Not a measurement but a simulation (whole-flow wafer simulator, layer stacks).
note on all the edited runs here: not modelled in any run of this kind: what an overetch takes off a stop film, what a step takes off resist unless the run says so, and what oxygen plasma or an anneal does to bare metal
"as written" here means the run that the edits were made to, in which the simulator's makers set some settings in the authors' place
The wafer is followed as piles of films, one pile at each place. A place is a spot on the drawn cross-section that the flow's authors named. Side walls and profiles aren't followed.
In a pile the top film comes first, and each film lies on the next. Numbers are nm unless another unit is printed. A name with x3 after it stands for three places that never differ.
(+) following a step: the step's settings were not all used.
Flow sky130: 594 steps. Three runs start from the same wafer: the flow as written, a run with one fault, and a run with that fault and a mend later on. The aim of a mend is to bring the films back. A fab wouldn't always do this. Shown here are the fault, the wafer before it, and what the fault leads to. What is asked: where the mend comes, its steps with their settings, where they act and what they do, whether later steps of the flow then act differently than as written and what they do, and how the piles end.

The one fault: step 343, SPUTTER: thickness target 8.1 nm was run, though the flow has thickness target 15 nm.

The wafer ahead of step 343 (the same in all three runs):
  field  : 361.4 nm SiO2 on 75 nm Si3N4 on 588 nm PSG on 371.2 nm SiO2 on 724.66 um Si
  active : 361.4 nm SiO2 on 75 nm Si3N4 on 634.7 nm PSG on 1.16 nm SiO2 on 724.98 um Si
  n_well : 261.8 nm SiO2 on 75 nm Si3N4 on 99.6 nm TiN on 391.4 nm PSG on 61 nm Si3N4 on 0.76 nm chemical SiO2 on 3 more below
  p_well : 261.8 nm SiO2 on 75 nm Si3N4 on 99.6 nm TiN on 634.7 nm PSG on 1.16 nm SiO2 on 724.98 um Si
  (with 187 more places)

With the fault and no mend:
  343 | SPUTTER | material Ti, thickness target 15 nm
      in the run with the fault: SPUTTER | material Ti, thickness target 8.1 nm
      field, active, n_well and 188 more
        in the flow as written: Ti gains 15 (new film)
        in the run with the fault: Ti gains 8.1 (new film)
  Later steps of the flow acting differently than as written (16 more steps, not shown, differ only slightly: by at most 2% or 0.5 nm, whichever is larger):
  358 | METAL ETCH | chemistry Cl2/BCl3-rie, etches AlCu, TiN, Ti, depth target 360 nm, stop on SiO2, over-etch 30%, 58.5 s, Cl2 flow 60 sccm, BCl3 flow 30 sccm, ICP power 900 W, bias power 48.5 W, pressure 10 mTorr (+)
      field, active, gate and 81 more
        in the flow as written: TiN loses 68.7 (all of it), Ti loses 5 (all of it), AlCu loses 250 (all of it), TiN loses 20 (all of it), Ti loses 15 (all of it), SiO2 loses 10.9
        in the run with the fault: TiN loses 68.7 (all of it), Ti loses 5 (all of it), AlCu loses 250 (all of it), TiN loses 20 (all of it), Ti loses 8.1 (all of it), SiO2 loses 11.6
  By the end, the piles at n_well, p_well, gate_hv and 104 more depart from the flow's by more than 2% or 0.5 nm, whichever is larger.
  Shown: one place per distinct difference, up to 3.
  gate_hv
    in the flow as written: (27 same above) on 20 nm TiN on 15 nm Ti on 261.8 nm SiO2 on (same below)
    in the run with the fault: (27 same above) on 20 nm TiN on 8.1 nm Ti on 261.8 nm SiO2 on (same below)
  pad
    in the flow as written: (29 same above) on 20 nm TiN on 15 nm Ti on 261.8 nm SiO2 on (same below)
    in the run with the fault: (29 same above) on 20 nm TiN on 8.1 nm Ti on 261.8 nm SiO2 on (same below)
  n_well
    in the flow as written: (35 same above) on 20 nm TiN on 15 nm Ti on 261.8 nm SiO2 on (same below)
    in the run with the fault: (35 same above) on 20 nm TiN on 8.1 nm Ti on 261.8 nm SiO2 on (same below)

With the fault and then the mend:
  The mend follows step 343.
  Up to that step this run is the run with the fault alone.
  343a | SPUTTER | material Ti, thickness target 6.9 nm (a further turn of the flow's step 343, with different settings)
      field, active, n_well and 188 more
        Ti gains 6.9
  None of the later steps of the flow acts differently than as written at any place that is followed.
  At every place that both follow, the piles at the end match the flow's.
